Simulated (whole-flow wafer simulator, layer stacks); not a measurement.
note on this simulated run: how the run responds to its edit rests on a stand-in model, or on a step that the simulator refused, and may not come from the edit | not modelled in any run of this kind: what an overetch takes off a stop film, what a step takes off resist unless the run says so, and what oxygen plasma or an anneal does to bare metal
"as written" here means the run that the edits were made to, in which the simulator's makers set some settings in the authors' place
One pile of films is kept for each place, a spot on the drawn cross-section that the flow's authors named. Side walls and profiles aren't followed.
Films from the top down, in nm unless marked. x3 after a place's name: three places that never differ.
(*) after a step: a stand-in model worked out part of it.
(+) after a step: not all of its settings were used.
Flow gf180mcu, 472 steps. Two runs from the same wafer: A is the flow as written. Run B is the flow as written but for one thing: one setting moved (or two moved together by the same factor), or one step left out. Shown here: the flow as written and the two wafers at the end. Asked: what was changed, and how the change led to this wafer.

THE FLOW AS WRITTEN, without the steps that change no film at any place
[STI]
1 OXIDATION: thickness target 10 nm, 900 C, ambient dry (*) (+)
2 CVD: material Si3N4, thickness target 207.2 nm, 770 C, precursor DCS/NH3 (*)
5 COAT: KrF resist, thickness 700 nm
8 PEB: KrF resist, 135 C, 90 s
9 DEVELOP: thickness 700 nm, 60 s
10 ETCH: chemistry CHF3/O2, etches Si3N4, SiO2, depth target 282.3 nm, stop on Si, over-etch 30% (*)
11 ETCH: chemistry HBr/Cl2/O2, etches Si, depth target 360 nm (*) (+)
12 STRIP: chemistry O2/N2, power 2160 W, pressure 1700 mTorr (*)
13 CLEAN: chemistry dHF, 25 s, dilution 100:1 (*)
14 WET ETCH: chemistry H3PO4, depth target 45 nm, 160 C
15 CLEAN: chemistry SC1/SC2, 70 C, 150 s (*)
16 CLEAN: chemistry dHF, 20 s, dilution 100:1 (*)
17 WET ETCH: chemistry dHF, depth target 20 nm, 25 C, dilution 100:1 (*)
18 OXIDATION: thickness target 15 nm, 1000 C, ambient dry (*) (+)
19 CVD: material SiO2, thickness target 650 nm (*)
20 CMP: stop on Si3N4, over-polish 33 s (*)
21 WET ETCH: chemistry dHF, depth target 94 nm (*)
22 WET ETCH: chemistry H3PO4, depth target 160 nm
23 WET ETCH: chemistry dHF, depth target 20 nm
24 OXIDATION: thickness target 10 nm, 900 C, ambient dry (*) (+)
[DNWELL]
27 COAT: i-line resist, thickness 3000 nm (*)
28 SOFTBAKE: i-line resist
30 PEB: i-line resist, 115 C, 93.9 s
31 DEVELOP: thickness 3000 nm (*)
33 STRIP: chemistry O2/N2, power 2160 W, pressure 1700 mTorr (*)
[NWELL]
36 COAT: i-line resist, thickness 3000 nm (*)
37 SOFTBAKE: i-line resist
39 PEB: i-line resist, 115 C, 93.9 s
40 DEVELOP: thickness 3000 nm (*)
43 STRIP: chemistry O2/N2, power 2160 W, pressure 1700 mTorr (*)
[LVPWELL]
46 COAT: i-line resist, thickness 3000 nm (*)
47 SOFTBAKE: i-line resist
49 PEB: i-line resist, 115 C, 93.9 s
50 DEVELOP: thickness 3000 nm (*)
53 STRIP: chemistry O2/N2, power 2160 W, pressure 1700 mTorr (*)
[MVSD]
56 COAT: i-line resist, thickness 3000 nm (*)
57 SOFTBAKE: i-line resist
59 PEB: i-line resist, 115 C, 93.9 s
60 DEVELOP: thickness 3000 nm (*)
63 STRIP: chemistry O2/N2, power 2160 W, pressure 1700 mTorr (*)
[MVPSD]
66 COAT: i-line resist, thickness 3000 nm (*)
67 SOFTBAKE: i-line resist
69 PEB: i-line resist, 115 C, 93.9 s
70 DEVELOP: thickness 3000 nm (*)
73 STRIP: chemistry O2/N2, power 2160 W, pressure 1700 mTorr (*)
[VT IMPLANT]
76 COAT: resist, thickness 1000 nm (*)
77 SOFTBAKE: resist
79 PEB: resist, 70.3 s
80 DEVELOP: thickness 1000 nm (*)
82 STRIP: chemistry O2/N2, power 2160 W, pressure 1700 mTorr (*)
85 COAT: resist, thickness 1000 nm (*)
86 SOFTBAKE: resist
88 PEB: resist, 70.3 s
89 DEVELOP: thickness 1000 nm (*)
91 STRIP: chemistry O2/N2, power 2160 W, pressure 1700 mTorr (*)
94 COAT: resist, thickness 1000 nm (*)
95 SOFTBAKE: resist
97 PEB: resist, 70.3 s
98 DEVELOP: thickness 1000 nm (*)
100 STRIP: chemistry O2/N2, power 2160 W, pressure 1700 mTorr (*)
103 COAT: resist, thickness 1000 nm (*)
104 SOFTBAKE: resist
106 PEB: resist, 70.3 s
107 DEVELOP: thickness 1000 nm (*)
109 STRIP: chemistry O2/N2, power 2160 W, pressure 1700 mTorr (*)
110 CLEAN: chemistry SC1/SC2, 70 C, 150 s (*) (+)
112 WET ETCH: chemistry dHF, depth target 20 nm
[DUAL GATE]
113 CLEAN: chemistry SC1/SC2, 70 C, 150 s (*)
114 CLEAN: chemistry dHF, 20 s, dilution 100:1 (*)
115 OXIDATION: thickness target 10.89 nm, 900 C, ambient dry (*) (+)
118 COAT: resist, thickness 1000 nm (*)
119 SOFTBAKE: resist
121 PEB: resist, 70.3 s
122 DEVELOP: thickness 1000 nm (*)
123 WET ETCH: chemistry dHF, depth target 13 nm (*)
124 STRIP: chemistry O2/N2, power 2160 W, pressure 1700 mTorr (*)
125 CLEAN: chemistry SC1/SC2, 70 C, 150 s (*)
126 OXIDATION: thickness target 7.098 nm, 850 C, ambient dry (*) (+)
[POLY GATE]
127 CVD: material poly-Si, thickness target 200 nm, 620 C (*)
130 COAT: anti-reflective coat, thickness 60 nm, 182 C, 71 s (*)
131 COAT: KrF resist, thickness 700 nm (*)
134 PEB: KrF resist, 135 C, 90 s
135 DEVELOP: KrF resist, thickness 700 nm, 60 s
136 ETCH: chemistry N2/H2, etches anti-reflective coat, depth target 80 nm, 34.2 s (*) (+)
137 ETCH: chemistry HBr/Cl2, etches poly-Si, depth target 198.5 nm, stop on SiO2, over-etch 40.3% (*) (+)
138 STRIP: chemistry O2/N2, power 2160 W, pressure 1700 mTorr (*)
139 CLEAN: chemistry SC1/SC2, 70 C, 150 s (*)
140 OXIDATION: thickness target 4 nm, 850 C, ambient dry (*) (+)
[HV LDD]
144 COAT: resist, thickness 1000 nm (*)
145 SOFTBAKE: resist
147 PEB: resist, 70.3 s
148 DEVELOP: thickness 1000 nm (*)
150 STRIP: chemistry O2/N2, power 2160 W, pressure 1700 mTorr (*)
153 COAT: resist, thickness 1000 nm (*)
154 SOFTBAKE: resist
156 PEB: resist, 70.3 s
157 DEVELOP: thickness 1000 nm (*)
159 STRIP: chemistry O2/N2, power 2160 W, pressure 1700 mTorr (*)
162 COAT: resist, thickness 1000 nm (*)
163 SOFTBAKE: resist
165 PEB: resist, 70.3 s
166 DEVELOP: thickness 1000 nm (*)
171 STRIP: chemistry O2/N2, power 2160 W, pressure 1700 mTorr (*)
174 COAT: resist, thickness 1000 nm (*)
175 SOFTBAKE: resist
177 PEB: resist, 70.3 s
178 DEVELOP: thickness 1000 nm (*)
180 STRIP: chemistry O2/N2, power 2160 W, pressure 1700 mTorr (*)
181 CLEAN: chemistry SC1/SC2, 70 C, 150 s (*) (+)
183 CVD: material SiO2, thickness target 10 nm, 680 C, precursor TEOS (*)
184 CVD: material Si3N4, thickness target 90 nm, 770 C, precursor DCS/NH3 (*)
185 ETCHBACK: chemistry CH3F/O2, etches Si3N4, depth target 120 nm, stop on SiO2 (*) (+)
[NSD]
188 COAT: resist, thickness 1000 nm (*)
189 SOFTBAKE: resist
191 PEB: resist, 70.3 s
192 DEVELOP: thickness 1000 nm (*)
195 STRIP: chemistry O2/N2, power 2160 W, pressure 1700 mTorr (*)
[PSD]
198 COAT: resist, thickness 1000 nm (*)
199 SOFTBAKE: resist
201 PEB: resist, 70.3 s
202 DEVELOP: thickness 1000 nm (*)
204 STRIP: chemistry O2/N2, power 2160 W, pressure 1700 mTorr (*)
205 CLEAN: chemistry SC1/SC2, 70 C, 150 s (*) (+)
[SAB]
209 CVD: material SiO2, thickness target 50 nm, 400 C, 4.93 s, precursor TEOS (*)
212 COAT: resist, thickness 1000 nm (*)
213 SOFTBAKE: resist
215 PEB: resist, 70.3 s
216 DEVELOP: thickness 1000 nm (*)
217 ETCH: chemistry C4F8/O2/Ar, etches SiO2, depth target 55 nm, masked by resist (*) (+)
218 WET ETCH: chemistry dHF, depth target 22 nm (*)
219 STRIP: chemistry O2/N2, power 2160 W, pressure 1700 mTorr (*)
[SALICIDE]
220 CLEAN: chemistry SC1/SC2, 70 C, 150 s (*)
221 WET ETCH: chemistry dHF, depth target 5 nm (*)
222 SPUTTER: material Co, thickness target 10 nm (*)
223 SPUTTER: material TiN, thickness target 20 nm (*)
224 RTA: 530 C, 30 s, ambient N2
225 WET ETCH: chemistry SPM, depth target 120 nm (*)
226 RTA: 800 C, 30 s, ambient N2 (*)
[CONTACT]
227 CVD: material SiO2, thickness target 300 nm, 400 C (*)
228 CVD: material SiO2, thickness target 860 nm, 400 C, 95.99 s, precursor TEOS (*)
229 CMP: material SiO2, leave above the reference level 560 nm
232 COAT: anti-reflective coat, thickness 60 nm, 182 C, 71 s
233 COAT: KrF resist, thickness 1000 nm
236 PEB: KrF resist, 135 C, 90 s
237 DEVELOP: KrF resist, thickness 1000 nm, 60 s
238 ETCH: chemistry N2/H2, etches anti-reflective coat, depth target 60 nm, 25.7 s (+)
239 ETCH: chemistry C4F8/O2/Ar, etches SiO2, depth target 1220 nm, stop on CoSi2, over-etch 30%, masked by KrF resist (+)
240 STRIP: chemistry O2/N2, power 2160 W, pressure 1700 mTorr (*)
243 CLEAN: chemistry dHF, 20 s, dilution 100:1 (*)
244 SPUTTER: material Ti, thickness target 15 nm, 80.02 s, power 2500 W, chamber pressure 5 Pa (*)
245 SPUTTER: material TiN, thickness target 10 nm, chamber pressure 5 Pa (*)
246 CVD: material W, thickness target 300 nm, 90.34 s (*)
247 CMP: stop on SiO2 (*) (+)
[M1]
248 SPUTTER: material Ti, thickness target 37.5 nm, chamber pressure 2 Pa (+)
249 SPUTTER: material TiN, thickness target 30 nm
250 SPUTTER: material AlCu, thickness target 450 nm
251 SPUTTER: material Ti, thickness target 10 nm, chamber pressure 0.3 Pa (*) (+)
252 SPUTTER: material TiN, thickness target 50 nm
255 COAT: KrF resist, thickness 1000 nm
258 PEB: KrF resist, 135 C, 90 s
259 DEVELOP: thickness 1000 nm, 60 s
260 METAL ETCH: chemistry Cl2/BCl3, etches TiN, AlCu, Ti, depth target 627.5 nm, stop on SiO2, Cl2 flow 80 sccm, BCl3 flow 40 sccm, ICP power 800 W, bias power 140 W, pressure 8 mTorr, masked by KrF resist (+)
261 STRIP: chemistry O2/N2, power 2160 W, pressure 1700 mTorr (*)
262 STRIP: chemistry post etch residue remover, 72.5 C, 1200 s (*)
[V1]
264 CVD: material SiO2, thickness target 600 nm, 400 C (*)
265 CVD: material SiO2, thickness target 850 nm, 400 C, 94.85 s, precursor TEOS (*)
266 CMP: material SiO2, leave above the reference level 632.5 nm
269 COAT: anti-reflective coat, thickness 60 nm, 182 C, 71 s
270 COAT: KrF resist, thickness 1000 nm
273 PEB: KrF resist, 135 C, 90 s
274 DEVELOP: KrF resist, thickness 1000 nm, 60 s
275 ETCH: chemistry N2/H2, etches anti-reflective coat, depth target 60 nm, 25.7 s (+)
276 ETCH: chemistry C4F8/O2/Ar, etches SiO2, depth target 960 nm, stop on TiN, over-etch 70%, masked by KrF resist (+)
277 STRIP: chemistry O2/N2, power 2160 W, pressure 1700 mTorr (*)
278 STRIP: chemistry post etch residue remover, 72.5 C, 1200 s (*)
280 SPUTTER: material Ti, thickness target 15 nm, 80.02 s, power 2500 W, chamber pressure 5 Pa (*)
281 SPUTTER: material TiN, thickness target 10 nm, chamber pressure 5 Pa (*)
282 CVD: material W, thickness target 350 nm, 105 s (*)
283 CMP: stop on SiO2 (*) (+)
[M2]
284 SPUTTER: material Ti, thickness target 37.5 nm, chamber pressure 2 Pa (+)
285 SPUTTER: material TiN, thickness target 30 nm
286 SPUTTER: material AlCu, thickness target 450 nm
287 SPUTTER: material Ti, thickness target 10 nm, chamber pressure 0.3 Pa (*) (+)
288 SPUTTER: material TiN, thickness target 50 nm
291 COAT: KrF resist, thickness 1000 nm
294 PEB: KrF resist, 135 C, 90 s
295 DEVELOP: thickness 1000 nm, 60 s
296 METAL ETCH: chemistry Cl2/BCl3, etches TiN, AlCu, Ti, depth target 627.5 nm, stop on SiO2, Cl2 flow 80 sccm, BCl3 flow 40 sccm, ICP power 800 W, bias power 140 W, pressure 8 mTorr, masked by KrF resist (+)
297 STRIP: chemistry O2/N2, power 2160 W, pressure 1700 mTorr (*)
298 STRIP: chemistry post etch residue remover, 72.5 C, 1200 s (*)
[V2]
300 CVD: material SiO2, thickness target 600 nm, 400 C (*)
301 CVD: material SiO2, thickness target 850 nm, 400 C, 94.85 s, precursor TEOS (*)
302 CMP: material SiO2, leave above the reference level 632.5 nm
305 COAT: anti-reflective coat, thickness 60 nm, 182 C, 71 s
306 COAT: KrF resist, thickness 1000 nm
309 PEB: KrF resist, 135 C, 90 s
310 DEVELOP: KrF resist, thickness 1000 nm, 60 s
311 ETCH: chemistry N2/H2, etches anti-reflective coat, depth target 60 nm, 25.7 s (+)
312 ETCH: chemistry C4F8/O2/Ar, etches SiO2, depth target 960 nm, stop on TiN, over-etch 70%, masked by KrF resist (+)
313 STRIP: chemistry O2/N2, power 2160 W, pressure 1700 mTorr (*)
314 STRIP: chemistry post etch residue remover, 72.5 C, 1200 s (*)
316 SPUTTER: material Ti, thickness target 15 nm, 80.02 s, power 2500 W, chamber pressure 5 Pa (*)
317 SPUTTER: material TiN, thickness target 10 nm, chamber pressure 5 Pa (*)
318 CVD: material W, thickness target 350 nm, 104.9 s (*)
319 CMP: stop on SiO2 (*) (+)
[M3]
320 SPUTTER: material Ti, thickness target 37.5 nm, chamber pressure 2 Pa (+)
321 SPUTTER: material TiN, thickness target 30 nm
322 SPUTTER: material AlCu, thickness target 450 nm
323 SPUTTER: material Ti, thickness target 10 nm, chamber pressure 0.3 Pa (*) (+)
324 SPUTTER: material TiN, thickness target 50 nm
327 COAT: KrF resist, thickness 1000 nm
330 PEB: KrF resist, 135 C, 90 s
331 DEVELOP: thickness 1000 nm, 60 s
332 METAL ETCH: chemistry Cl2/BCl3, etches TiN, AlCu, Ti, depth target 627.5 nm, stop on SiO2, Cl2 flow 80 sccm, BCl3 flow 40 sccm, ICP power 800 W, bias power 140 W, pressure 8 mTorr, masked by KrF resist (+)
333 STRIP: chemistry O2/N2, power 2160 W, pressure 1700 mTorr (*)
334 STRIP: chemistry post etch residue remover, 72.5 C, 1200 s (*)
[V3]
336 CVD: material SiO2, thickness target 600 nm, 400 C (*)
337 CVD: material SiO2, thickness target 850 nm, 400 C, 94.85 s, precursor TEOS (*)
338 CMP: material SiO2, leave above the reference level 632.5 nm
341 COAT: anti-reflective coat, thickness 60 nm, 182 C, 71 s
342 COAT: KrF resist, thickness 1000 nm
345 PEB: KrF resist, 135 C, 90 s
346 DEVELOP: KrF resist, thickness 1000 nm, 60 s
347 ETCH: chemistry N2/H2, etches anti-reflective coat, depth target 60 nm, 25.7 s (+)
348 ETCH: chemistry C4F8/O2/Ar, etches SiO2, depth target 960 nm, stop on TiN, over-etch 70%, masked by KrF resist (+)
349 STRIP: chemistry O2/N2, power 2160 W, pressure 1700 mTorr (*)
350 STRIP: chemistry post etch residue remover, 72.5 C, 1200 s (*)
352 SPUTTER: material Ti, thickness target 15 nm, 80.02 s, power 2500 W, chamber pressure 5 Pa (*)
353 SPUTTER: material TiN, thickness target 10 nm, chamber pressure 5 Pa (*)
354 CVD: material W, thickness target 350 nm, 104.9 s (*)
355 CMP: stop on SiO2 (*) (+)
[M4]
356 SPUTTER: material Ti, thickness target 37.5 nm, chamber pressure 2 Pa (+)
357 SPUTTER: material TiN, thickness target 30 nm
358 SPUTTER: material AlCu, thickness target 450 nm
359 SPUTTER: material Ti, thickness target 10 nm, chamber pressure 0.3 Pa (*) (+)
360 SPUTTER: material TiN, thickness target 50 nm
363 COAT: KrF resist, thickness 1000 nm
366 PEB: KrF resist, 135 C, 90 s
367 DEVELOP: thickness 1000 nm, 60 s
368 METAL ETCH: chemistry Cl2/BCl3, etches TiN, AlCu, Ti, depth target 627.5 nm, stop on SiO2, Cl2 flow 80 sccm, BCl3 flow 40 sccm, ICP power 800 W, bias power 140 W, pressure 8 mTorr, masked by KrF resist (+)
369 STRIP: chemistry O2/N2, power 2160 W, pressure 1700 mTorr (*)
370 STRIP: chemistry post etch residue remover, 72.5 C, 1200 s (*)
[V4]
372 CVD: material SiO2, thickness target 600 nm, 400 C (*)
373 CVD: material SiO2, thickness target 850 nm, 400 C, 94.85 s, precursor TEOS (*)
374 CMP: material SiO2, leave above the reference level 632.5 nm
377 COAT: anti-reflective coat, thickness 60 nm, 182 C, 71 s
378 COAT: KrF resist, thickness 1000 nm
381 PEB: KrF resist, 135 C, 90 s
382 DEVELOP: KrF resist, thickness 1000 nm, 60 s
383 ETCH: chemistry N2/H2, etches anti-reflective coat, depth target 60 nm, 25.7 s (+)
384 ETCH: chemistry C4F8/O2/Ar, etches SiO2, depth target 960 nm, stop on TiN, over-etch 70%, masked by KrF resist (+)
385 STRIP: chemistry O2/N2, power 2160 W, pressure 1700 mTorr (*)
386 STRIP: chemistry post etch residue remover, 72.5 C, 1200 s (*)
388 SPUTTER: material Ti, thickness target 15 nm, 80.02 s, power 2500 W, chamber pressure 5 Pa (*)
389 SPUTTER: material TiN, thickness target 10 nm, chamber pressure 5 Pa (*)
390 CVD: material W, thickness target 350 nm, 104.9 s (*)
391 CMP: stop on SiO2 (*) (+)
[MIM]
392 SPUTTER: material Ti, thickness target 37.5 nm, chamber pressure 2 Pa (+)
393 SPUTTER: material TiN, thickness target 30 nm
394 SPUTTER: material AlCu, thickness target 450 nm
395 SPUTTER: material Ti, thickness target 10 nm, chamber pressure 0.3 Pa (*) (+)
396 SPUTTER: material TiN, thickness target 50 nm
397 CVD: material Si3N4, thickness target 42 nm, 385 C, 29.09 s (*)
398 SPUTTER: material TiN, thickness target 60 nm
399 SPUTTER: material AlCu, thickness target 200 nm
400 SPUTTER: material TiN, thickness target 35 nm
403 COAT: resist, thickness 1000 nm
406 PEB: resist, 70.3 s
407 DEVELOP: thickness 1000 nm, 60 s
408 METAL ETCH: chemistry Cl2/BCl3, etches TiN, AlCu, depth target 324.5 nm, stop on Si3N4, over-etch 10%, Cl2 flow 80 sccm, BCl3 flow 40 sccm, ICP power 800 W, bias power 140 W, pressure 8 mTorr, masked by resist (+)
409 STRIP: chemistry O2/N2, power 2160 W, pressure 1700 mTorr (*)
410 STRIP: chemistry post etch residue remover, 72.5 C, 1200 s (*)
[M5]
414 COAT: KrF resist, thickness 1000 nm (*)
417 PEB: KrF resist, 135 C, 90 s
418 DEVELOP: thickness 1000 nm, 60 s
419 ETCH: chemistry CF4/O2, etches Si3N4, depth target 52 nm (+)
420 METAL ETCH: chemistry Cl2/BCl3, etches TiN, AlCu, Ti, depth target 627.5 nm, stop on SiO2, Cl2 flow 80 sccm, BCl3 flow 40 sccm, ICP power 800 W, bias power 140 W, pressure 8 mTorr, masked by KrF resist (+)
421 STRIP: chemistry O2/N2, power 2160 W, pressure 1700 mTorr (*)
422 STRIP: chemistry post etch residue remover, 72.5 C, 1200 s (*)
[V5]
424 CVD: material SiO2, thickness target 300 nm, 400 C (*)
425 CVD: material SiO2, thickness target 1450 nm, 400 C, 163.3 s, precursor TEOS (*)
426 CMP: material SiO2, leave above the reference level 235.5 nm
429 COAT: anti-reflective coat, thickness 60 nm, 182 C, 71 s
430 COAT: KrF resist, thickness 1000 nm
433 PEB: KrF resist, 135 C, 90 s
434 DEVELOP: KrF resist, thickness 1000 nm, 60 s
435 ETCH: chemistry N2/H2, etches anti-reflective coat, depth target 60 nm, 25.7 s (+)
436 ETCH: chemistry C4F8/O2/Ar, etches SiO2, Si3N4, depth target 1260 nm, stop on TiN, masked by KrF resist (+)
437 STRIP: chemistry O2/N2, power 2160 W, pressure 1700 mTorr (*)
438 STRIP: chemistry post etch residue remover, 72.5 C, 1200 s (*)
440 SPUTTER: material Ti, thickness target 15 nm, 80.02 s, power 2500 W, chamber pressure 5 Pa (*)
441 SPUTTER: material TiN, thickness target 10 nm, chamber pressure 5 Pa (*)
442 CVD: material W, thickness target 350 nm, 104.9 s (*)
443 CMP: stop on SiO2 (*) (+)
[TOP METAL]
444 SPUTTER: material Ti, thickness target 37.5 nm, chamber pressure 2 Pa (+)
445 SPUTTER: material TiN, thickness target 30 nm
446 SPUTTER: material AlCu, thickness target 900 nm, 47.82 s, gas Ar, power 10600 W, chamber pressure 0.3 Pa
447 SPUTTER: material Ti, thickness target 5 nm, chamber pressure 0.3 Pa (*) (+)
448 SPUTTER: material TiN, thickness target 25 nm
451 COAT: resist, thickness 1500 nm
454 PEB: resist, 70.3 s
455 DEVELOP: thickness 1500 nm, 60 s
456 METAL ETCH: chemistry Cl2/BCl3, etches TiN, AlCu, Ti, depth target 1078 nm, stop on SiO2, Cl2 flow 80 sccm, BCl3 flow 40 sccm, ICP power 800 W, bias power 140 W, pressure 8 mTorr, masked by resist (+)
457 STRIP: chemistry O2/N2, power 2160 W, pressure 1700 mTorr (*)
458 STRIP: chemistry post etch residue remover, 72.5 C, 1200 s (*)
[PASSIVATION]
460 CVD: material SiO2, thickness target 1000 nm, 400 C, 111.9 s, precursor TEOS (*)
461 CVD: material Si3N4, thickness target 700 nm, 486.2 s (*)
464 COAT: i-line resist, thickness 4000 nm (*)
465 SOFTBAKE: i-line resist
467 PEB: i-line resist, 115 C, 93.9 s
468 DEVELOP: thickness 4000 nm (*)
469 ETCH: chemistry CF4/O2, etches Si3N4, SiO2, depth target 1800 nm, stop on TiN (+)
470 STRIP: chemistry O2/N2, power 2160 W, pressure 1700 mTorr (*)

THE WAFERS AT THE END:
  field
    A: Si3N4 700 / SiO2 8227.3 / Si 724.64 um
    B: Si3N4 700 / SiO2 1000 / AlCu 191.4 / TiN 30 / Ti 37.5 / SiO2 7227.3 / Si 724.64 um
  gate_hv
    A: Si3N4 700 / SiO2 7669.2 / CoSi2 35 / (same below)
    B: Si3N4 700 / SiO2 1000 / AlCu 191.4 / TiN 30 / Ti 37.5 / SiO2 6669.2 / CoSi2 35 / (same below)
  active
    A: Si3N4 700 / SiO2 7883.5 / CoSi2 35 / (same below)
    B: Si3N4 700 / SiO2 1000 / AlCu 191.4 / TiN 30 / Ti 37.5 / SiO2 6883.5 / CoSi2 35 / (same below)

The cause: step 446, SPUTTER: 65.75 s was run, where the flow has 47.82 s.

How the change led to this, step by step:
  446 SPUTTER: material AlCu, thickness target 900 nm, 47.82 s, gas Ar, power 10600 W, chamber pressure 0.3 Pa
      field, field__w1, field__w2 and 109 more: A AlCu +900 (new film) | B AlCu +1244.7 (new film)
  456 METAL ETCH: chemistry Cl2/BCl3, etches TiN, AlCu, Ti, depth target 1078 nm, stop on SiO2, Cl2 flow 80 sccm, BCl3 flow 40 sccm, ICP power 800 W, bias power 140 W, pressure 8 mTorr, masked by resist (+)
      field, field__w1, field__w2 and 103 more: A TiN -25 (all of it), Ti -5 (all of it), AlCu -900 (all of it), TiN -30 (all of it), Ti -37.5 (all of it) | B TiN -25 (all of it), Ti -5 (all of it), AlCu -1047.5
  458 STRIP: chemistry post etch residue remover, 72.5 C, 1200 s (*)
      field, field__w1, field__w2 and 103 more: A nothing | B AlCu -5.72
  460 CVD: material SiO2, thickness target 1000 nm, 400 C, 111.9 s, precursor TEOS (*)
      field, field__w1, field__w2 and 103 more: A SiO2 +1000 | B SiO2 +1000 (new film)
  464 COAT: i-line resist, thickness 4000 nm (*)
      field__w8: A i-line resist +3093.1 (new film) | B i-line resist +3018.1 (new film)
      contact: A i-line resist +3153.6 (new film) | B i-line resist +3059.2 (new film)
      (and at 4 more places)
  465 SOFTBAKE: i-line resist
      ld_acc_p, ld_fp_p, ld_drift_p: A i-line resist +33.8 | B i-line resist +30.6
      field__w1: A i-line resist -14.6 | B i-line resist -16
      (and at 56 more places)
  467 PEB: i-line resist, 115 C, 93.9 s
      field__w8, m1__w1: A i-line resist -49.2 | B i-line resist -47.6
      contact, m1: A i-line resist -49.6 | B i-line resist -47.9
      (and at 2 more places)
  468 DEVELOP: thickness 4000 nm (*)
      pad: A i-line resist -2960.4 (all of it) | B i-line resist -2875.7 (all of it)
  470 STRIP: chemistry O2/N2, power 2160 W, pressure 1700 mTorr (*)
      field__w8: A i-line resist -1775.9 (all of it) | B i-line resist -1694 (all of it)
      contact: A i-line resist -1798.3 (all of it) | B i-line resist -1709.2 (all of it)
      (and at 3 more places)
Counting metal films that touch as one body, field has 1 body; the flow as written gives 0 bodies.
Counting metal films that touch as one body, gate_hv has 2 bodies (between them, from the top down: SiO2 6669.2); the flow as written gives 1 body.
Counting metal films that touch as one body, active has 2 bodies (between them, from the top down: SiO2 6883.5); the flow as written gives 1 body.
